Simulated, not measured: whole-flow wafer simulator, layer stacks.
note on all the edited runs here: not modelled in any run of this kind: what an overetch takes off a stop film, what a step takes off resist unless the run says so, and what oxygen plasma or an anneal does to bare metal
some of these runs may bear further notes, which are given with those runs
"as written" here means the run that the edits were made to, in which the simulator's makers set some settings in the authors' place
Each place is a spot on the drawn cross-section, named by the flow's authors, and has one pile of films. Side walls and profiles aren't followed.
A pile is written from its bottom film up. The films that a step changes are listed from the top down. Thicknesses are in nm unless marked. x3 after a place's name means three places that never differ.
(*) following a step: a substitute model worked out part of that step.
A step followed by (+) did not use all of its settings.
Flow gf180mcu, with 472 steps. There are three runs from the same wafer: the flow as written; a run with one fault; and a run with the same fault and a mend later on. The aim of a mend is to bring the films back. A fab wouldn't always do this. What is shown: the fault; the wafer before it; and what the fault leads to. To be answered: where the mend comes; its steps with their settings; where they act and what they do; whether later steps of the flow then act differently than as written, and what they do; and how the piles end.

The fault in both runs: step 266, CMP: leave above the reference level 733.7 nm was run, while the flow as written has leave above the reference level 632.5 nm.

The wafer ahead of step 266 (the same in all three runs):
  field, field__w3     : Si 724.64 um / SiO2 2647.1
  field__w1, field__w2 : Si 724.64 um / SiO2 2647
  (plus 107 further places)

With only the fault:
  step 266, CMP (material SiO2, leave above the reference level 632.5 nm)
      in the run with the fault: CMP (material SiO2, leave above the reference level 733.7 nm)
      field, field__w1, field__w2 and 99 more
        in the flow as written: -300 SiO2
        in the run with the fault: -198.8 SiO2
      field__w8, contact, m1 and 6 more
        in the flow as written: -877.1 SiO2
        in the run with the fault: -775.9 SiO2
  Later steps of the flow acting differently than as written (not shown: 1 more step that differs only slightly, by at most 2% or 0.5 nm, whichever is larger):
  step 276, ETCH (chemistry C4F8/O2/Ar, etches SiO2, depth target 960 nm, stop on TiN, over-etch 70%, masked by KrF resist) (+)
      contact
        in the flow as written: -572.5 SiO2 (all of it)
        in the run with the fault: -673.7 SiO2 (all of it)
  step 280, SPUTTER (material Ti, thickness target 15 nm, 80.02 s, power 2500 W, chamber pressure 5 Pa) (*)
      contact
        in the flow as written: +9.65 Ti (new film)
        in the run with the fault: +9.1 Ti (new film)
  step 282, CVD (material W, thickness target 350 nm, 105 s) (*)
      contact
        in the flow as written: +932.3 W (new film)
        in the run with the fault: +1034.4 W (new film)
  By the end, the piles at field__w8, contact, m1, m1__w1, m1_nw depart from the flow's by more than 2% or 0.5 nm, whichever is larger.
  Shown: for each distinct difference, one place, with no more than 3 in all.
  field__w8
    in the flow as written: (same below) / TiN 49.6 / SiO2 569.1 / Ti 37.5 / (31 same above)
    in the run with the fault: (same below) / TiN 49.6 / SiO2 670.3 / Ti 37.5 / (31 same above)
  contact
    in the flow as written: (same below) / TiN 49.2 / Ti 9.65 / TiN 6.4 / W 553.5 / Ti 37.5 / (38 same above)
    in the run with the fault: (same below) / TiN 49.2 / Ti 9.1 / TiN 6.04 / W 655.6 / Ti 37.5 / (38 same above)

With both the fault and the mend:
  The mend stands after step 274.
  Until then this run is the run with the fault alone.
  step 274a, STRIP (chemistry O2/N2, power 2160 W, pressure 1700 mTorr) (*)
      field, field__w1, field__w2 and 107 more
        -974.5 KrF resist (all of it), -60 anti-reflective coat (all of it)
      contact
        -60 anti-reflective coat (all of it)
  step 274b, CMP (material SiO2, leave above the reference level 632.5 nm) (a further turn of the flow's step 266)
      field, field__w1, field__w2 and 108 more
        -101.2 SiO2
  step 274c, HMDS (120 C, 60 s) (a further turn of the flow's step 268)
      does not change any film at any place that is followed
  step 274d, COAT (anti-reflective coat, thickness 60 nm, 182 C, 71 s) (a further turn of the flow's step 269)
      field, field__w1, field__w2 and 108 more
        +60 anti-reflective coat (new film)
  step 274e, COAT (KrF resist, thickness 1000 nm) (a further turn of the flow's step 270)
      field, field__w1, field__w2 and 108 more
        +1000 KrF resist (new film)
  step 274f, SOFTBAKE (KrF resist) (a further turn of the flow's step 271)
      does not change any film at any place that is followed
  step 274g, EXPOSE (photomask Via1) (a further turn of the flow's step 272)
      does not change any film at any place that is followed
  step 274h, PEB (KrF resist, 135 C, 90 s) (a further turn of the flow's step 273)
      field, field__w1, field__w2 and 108 more
        -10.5 KrF resist
  step 274i, DEVELOP (KrF resist, thickness 1000 nm, 60 s) (a further turn of the flow's step 274)
      field, field__w1, field__w2 and 107 more
        -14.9 KrF resist
      contact
        -989.5 KrF resist (all of it)
  None of the later steps of the flow acts differently than as written at any place that is followed.
  By the end, the piles equal the flow's at every place that both follow.
